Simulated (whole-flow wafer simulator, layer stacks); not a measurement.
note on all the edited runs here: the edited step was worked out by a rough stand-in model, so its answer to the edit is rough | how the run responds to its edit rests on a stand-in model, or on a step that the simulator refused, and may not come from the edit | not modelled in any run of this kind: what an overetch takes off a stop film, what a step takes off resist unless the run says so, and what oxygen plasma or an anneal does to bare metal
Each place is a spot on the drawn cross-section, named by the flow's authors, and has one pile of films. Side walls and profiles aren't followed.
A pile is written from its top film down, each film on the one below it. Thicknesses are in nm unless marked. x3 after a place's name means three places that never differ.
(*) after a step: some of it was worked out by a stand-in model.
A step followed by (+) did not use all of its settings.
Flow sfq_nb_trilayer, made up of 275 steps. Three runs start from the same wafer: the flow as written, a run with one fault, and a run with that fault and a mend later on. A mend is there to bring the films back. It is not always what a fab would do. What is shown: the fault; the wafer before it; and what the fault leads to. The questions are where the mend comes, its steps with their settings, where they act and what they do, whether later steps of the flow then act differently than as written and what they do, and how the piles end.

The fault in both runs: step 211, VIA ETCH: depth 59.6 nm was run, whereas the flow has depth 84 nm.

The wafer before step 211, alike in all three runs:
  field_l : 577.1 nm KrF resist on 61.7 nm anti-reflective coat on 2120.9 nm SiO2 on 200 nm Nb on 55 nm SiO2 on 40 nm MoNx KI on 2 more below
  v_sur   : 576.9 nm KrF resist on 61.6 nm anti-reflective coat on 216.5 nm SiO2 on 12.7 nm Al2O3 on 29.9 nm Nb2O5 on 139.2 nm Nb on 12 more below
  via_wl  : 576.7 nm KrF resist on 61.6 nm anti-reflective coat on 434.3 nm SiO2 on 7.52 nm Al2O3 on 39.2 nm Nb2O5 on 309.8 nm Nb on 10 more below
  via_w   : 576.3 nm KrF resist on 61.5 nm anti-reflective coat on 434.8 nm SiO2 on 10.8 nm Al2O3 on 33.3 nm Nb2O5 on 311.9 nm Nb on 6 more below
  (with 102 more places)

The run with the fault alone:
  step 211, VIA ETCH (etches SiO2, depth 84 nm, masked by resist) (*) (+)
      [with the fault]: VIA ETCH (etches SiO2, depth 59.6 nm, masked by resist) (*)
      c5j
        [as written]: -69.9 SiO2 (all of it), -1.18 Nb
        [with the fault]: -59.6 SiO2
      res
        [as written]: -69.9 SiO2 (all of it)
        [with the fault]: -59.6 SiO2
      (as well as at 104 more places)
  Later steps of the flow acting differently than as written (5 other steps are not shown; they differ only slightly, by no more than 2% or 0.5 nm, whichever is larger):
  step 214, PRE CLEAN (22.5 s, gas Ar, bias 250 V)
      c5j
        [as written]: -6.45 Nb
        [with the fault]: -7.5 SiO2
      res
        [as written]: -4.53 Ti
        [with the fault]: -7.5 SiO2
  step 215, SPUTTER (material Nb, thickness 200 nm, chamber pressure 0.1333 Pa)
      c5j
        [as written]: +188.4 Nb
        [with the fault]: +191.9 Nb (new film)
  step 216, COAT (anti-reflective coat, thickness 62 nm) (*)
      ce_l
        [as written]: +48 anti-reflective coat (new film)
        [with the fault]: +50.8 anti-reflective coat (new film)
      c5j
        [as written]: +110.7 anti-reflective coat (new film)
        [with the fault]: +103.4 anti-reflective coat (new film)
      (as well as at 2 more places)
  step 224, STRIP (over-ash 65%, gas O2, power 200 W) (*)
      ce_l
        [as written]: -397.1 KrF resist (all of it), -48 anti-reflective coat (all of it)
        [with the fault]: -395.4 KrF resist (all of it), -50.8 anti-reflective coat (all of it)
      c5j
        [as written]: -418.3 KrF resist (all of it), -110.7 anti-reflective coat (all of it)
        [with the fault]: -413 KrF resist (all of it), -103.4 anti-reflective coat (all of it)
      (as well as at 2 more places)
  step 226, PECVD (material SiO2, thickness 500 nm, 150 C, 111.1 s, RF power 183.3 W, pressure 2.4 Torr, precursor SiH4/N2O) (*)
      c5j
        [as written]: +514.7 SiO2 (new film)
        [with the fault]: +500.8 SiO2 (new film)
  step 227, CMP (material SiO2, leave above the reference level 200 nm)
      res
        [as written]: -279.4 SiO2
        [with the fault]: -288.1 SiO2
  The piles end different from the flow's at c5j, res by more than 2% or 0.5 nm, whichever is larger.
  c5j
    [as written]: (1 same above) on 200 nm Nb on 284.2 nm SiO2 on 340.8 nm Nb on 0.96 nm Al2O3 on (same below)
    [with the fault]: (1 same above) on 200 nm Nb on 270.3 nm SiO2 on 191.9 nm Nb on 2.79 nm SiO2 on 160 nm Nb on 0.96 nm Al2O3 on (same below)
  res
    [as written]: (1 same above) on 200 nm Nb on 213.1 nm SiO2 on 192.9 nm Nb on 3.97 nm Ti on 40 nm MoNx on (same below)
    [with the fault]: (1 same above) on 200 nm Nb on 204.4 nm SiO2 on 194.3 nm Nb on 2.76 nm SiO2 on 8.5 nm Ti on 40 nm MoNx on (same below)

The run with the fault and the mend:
  The mend stands after step 211.
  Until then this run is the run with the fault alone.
  step 211a, VIA ETCH (etches SiO2, depth 24.4 nm, masked by resist) (*) (+) (the flow's step 211 again, with other settings)
      field_l, v_sur, via_wl and 101 more
        -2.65 KrF resist
      c5j
        -10.3 SiO2 (all of it), -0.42 Nb
      res
        -10.3 SiO2 (all of it)
  Later steps of the flow that are run all act as written at every place that is followed, up to a difference of at most 2% or 0.5 nm, whichever is larger.
  When the end is reached, the piles differ only a little from the flow's at the places that both follow, at most by 2% or 0.5 nm, whichever is larger.
